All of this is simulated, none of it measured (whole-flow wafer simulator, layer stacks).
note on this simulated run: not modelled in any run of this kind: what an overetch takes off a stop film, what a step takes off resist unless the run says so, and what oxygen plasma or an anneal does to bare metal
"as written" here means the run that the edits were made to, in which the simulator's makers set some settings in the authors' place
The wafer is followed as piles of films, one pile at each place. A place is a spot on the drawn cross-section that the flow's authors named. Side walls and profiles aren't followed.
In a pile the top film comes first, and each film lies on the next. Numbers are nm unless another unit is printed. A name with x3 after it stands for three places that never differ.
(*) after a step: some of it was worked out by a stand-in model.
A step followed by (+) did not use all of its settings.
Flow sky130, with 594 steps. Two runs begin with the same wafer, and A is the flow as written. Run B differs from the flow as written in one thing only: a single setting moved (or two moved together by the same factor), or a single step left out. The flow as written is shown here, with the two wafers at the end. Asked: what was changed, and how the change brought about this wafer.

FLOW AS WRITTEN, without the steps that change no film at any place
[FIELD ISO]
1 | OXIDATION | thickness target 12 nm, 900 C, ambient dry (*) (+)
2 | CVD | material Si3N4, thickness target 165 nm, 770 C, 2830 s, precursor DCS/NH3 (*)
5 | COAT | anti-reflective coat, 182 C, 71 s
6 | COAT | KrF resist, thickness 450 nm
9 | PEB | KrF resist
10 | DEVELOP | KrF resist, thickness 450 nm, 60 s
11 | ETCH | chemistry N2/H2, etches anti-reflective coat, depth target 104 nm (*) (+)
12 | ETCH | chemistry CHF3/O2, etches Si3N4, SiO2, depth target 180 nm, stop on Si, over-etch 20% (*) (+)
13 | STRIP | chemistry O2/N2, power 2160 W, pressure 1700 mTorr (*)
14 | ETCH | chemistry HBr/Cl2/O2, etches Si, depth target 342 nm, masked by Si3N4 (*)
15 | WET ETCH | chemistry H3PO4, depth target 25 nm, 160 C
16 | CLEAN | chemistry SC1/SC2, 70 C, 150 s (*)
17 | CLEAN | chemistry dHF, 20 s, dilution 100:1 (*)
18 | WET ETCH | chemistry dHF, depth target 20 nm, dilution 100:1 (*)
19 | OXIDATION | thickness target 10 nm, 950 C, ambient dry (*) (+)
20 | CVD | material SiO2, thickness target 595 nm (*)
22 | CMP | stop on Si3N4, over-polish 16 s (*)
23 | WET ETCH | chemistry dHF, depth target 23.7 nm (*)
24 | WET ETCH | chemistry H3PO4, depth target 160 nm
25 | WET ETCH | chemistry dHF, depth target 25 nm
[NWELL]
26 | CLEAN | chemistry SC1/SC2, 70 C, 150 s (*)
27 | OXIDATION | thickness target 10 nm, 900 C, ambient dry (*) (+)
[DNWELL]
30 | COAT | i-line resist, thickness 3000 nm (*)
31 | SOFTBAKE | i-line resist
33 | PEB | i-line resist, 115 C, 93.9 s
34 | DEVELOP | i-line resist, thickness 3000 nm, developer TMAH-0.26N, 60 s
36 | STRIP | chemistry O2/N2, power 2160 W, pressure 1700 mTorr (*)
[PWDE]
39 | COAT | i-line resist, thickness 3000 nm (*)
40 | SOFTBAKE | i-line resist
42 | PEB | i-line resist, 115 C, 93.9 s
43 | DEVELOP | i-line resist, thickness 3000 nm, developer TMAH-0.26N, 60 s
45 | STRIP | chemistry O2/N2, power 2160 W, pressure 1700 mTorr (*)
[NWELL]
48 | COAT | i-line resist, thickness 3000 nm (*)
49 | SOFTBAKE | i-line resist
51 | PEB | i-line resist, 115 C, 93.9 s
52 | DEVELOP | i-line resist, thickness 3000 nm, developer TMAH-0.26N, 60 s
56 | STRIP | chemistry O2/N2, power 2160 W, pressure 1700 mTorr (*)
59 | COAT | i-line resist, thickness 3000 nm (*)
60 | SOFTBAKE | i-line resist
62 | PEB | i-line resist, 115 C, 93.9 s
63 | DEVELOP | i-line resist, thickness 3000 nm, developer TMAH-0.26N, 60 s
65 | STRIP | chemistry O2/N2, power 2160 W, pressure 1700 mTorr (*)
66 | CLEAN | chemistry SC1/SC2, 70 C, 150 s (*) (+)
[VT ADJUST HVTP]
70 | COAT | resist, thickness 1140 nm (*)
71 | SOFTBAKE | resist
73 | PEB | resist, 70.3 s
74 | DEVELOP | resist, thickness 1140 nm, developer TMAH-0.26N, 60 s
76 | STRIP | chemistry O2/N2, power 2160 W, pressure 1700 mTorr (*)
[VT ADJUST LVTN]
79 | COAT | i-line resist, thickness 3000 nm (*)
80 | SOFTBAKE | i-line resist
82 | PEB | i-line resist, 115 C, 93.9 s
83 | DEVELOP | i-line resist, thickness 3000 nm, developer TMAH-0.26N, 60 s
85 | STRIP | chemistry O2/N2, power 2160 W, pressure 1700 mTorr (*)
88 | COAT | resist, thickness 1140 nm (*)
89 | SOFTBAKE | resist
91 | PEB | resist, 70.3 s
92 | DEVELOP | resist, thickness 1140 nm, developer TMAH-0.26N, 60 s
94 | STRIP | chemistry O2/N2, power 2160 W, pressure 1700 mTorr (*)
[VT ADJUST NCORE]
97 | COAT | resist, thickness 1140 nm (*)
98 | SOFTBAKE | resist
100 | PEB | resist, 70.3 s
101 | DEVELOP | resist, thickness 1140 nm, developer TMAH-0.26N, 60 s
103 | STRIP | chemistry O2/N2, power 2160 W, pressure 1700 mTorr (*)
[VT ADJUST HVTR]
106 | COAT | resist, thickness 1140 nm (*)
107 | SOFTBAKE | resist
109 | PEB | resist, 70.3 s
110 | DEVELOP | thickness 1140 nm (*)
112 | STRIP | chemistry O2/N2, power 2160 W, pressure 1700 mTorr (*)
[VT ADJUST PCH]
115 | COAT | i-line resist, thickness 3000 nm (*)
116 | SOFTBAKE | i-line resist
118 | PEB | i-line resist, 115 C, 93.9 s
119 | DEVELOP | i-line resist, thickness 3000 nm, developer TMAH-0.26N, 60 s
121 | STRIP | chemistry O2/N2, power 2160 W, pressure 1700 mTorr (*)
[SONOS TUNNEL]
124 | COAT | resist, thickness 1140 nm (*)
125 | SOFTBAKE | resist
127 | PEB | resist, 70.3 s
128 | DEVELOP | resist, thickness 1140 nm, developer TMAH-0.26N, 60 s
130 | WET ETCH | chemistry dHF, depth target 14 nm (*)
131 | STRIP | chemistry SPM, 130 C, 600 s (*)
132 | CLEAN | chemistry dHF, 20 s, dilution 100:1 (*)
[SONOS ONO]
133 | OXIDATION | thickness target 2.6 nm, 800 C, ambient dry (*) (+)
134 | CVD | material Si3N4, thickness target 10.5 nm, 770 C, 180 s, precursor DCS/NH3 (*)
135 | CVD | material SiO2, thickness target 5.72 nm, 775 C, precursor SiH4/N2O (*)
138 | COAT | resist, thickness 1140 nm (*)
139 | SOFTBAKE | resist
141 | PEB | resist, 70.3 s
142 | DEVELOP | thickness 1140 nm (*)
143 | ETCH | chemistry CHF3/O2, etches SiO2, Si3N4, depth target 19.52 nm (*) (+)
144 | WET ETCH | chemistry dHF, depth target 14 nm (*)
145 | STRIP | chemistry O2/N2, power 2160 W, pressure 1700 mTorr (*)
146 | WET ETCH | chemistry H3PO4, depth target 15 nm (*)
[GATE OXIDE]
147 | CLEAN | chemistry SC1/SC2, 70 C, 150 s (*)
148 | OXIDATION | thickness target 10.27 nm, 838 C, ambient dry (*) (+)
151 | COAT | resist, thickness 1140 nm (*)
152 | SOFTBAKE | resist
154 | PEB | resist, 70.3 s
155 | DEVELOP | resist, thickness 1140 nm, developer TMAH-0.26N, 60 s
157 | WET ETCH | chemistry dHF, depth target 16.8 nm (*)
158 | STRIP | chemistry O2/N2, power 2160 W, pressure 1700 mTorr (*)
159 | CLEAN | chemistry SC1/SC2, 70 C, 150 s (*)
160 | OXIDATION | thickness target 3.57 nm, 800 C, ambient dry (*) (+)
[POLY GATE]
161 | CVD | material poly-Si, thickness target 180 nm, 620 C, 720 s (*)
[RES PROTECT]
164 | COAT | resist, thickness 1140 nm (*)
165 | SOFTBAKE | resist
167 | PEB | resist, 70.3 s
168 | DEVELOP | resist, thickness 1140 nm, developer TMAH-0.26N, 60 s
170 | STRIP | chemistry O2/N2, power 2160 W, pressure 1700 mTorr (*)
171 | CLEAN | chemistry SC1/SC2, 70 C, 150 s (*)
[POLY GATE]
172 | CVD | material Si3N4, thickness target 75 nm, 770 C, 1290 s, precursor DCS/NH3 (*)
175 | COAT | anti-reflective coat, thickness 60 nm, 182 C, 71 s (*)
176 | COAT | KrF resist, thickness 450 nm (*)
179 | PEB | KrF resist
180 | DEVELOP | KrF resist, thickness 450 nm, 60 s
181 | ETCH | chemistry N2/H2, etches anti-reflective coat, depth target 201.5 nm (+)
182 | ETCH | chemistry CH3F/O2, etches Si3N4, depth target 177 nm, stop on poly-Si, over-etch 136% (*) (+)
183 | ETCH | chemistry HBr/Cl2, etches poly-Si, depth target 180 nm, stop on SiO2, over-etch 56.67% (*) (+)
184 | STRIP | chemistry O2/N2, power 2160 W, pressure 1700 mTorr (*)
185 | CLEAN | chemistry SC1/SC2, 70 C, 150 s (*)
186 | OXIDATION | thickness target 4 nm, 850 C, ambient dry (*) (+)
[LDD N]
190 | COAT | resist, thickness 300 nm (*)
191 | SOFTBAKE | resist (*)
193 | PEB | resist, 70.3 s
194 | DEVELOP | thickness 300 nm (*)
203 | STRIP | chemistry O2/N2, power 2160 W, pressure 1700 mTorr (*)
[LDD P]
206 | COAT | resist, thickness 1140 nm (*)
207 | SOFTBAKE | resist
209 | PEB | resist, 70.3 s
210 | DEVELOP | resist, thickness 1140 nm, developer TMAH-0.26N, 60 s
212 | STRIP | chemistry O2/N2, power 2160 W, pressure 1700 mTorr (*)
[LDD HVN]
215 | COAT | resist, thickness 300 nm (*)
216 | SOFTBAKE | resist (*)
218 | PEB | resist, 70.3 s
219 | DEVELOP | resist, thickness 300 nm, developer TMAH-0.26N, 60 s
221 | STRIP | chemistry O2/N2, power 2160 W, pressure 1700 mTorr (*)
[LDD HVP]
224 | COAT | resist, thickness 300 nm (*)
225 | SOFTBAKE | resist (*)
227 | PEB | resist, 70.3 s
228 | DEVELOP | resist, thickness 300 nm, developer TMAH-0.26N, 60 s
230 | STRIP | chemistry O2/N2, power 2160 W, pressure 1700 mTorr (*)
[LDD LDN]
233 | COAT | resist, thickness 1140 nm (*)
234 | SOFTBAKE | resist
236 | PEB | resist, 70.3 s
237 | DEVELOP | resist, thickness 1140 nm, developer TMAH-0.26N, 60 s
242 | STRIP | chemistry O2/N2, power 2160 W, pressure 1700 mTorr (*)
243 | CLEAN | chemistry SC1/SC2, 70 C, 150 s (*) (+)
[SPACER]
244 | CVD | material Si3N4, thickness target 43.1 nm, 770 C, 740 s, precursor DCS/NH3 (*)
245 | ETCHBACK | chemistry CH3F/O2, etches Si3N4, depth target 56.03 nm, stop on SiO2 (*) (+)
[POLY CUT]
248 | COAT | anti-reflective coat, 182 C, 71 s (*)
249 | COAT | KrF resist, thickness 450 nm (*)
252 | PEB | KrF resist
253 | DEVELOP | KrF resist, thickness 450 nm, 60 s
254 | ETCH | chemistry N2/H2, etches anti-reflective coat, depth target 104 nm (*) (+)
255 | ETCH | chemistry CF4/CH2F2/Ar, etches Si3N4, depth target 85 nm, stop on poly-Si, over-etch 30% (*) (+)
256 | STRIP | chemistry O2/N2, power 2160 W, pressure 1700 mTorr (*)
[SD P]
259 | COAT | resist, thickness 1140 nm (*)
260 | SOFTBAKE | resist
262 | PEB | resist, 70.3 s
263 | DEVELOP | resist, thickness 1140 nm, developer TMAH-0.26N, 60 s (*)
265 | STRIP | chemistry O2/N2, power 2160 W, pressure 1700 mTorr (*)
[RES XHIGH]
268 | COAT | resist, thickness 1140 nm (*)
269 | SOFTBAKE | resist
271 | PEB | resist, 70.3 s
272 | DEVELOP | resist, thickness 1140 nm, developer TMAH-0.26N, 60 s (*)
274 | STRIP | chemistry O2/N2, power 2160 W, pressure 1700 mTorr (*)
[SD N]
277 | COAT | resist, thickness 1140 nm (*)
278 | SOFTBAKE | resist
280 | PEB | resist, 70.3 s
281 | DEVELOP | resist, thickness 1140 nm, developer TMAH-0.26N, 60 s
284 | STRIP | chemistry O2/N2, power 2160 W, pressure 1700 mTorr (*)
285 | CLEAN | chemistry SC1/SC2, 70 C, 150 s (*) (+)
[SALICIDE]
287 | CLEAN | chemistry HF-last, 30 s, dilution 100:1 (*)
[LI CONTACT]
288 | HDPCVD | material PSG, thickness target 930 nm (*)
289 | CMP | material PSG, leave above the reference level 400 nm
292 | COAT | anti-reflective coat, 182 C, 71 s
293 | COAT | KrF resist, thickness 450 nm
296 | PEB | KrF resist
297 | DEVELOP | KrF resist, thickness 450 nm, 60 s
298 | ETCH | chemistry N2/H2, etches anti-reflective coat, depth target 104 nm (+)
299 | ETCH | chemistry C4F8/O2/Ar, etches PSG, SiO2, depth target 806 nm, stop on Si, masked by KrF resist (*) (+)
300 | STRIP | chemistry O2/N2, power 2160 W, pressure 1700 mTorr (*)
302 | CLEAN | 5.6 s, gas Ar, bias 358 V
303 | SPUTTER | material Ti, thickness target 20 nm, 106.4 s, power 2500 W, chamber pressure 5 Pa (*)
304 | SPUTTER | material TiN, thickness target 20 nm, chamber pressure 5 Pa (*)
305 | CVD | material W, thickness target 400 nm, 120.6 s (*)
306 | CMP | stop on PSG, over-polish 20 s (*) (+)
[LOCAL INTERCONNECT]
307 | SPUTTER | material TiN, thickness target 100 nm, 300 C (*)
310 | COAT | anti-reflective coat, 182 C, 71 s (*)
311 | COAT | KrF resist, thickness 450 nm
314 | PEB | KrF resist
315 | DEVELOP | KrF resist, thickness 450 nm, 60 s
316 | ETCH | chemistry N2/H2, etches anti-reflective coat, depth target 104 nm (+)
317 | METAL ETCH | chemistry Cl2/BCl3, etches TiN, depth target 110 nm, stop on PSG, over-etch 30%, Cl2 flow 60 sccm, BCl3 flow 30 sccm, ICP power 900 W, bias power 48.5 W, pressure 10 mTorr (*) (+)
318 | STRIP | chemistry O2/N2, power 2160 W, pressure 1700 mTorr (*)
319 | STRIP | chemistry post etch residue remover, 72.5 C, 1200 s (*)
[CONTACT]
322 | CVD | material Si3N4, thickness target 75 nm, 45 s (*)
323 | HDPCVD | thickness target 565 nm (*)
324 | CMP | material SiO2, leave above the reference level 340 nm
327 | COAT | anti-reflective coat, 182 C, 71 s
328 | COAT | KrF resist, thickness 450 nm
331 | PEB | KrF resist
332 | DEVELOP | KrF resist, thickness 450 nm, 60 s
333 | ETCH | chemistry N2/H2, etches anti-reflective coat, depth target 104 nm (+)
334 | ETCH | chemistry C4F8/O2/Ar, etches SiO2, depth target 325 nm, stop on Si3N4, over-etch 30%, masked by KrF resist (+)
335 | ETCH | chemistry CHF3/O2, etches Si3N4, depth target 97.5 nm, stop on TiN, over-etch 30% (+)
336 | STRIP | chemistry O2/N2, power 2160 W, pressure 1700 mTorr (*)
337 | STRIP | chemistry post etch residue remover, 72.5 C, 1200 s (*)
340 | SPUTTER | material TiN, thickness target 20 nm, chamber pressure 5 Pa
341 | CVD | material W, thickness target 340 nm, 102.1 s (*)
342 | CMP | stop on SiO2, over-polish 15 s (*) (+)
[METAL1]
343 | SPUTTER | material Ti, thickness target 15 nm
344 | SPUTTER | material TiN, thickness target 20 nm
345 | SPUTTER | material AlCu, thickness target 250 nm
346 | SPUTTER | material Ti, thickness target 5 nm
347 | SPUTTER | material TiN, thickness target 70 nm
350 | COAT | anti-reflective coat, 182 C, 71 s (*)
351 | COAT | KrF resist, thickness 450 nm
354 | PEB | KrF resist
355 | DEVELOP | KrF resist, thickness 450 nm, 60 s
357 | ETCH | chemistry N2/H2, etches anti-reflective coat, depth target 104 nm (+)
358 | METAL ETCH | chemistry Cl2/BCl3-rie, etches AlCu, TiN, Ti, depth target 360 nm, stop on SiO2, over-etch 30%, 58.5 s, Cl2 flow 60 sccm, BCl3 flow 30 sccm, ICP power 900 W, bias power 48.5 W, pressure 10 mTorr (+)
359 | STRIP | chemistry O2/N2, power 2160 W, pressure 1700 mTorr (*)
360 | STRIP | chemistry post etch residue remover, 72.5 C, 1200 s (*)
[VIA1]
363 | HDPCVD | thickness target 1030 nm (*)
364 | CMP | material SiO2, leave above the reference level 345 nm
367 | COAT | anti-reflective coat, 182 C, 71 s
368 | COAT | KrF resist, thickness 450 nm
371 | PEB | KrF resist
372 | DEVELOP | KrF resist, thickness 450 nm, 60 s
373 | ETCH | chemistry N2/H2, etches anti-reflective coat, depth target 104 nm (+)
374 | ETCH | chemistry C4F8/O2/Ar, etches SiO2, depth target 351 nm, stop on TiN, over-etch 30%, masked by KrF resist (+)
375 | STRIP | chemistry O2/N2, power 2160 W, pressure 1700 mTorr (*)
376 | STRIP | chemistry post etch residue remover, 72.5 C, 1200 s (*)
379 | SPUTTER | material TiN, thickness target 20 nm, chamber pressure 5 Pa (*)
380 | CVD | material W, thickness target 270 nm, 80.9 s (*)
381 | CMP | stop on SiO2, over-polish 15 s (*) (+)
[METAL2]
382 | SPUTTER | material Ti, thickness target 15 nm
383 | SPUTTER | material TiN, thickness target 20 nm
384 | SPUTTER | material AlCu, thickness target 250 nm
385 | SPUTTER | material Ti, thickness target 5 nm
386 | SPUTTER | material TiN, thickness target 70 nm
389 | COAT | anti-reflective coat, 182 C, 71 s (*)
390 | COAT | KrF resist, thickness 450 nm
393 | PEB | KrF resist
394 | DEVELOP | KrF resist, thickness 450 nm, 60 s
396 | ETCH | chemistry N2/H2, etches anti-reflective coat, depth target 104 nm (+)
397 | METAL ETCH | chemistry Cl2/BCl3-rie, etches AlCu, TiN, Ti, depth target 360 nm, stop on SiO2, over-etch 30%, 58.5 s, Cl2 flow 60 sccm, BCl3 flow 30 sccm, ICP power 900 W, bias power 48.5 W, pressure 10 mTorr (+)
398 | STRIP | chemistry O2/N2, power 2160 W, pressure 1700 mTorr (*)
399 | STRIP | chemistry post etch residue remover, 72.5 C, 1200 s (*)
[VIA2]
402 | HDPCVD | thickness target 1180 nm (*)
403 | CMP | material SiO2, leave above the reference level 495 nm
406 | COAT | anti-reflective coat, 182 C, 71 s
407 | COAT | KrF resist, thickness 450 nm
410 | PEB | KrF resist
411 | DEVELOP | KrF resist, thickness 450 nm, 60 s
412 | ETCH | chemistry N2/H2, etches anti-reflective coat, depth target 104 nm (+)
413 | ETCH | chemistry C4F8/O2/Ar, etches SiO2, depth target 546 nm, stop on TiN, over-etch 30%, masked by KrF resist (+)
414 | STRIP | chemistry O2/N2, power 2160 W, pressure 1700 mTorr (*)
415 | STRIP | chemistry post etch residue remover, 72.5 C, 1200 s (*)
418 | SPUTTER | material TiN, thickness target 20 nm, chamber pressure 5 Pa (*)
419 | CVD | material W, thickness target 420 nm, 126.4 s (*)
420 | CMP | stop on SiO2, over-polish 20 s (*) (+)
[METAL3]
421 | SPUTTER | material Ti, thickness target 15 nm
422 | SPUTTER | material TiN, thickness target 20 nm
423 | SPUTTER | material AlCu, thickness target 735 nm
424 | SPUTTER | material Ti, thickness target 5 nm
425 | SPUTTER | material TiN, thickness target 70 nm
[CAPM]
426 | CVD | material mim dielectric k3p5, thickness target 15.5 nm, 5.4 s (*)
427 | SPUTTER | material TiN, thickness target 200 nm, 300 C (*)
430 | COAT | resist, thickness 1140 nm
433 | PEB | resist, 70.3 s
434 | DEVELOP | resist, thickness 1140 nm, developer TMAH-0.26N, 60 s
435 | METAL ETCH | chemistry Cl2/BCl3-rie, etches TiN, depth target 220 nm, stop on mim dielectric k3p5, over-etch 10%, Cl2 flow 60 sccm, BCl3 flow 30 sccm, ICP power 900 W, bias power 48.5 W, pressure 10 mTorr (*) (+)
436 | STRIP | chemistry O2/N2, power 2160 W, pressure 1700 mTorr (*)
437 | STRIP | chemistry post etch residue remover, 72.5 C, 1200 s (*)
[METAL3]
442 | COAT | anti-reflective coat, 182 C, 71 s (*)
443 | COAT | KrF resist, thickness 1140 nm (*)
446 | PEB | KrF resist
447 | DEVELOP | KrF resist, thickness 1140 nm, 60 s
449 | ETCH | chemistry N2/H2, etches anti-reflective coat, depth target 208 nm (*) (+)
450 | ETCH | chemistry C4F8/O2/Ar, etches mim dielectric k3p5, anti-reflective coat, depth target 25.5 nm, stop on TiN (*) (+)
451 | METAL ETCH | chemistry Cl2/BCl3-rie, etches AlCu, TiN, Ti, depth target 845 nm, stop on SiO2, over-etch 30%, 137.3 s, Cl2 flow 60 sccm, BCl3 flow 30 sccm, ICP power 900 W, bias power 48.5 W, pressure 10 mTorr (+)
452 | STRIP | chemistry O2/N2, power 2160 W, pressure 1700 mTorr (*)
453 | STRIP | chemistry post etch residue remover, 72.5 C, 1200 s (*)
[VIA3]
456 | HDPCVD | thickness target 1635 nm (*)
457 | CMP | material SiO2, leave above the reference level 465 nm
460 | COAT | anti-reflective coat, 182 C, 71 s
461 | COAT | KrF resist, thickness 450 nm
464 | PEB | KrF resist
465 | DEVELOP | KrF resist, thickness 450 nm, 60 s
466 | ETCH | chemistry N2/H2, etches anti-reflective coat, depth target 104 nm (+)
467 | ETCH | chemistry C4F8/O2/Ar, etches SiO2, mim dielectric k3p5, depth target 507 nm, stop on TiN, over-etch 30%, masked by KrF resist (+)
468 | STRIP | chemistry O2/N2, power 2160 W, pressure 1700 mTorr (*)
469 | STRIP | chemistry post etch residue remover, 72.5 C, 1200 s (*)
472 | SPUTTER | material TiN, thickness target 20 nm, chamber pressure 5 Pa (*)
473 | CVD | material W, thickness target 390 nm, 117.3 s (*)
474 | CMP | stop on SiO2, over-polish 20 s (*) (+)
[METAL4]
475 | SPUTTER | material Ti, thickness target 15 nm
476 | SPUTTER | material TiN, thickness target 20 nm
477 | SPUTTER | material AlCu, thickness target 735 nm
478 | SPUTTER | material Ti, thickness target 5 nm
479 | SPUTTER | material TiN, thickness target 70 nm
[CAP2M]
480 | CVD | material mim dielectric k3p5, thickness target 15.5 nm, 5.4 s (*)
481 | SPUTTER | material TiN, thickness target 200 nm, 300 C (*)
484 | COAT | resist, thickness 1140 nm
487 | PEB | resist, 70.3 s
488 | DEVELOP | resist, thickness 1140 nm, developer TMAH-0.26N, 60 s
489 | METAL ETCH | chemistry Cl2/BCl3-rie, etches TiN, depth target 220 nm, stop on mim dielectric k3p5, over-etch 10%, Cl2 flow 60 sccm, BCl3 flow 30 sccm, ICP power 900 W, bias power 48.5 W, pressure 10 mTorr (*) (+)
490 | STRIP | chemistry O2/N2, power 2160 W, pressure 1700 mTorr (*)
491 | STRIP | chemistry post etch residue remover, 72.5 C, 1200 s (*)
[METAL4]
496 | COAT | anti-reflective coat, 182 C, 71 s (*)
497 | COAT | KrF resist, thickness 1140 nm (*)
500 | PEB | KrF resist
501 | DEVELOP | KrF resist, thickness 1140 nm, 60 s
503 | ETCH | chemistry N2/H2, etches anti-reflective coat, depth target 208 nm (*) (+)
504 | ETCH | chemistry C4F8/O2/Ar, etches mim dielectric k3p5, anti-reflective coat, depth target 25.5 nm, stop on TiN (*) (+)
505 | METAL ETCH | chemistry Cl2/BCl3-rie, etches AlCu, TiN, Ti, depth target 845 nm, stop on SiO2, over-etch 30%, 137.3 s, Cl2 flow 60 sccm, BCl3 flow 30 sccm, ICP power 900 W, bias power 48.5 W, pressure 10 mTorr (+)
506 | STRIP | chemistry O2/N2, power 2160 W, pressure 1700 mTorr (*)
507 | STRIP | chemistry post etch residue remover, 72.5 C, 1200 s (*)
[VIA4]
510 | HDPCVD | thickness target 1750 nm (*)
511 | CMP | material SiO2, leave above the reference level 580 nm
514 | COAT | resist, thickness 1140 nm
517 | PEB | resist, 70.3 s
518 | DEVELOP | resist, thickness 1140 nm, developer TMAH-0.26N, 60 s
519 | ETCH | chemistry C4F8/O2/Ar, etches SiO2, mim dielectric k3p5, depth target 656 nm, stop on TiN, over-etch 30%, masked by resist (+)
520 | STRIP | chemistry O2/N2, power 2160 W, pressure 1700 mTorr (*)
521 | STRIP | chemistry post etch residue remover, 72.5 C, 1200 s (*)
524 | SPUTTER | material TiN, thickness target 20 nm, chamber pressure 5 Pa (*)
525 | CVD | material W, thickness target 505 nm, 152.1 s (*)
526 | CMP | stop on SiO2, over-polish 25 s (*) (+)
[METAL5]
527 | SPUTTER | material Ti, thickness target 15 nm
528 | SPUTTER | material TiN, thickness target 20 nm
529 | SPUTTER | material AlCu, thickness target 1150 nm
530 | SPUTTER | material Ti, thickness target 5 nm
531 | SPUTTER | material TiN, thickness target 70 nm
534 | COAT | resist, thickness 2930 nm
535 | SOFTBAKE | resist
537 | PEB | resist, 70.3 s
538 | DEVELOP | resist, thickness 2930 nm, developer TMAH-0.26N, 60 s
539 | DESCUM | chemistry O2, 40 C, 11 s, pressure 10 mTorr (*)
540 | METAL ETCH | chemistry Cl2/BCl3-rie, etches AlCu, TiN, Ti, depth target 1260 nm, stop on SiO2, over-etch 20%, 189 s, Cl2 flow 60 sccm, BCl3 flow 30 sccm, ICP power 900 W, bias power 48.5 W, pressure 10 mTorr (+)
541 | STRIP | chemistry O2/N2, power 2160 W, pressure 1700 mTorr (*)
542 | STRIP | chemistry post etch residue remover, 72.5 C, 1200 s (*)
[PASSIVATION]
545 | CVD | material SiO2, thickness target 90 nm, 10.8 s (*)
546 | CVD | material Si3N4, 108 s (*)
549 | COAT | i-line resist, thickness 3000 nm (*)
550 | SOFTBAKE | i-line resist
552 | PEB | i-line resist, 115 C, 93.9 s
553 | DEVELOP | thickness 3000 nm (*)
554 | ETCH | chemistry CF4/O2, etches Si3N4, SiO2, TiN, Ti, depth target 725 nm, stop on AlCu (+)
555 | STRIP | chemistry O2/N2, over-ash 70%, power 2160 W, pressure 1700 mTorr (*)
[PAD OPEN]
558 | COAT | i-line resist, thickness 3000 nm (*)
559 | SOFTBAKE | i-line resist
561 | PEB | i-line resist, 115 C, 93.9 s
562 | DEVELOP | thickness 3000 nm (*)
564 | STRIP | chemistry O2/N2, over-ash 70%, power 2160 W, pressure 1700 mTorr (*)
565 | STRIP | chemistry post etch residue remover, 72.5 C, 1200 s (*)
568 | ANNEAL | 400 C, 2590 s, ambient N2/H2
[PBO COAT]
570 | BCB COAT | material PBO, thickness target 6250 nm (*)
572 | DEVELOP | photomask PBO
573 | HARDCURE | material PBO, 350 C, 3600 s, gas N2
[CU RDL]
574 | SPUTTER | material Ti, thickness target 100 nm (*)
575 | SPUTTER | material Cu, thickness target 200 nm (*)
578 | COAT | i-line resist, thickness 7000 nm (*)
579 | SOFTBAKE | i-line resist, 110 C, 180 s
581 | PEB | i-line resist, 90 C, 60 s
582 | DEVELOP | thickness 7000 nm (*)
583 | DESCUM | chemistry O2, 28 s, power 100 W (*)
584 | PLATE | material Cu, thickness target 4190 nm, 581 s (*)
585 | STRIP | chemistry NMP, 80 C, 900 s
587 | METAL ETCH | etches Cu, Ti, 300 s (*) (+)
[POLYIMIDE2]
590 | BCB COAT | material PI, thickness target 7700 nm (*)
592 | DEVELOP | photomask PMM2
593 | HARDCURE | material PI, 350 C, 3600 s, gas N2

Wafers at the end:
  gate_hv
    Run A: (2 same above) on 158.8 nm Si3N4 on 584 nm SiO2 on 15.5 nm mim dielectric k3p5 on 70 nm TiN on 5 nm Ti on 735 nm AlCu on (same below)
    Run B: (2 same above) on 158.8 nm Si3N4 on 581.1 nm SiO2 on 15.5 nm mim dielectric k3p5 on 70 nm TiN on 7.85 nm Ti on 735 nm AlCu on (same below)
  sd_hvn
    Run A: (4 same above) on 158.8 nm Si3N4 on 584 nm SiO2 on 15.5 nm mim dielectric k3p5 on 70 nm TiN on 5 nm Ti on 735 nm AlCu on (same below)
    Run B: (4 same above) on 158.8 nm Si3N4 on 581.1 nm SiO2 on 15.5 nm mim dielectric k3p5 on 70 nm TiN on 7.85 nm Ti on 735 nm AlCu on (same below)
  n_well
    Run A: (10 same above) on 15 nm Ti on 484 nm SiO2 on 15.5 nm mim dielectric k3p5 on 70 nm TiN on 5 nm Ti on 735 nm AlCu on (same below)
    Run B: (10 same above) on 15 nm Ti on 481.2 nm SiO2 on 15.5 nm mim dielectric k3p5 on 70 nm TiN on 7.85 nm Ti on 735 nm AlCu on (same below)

What caused this: step 478, SPUTTER: thickness target 7.85 nm was run, whereas the flow has thickness target 5 nm.
The wafer itself shows it: gate_hv has Ti 7.85, and step 478 as written asks for 5 nm.

The path from the change to this, step by step:
  478 | SPUTTER | material Ti, thickness target 5 nm
      field, active, n_well and 189 more: A Ti gains 5 (new film) | B Ti gains 7.85 (new film)
  505 | METAL ETCH | chemistry Cl2/BCl3-rie, etches AlCu, TiN, Ti, depth target 845 nm, stop on SiO2, over-etch 30%, 137.3 s, Cl2 flow 60 sccm, BCl3 flow 30 sccm, ICP power 900 W, bias power 48.5 W, pressure 10 mTorr (+)
      field, gate, spacer and 68 more: A TiN loses 70 (all of it), Ti loses 5 (all of it), AlCu loses 735 (all of it), TiN loses 20 (all of it), Ti loses 15 (all of it), SiO2 loses 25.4 | B TiN loses 70 (all of it), Ti loses 7.85 (all of it), AlCu loses 735 (all of it), TiN loses 20 (all of it), Ti loses 15 (all of it), SiO2 loses 25.1
      active, vpp_iso1, mim_edge_plate and 14 more: A TiN loses 70 (all of it), Ti loses 5 (all of it), AlCu loses 735 (all of it), TiN loses 20 (all of it), Ti loses 15 (all of it), SiO2 loses 25.3 | B TiN loses 70 (all of it), Ti loses 7.85 (all of it), AlCu loses 735 (all of it), TiN loses 20 (all of it), Ti loses 15 (all of it), SiO2 loses 25.1
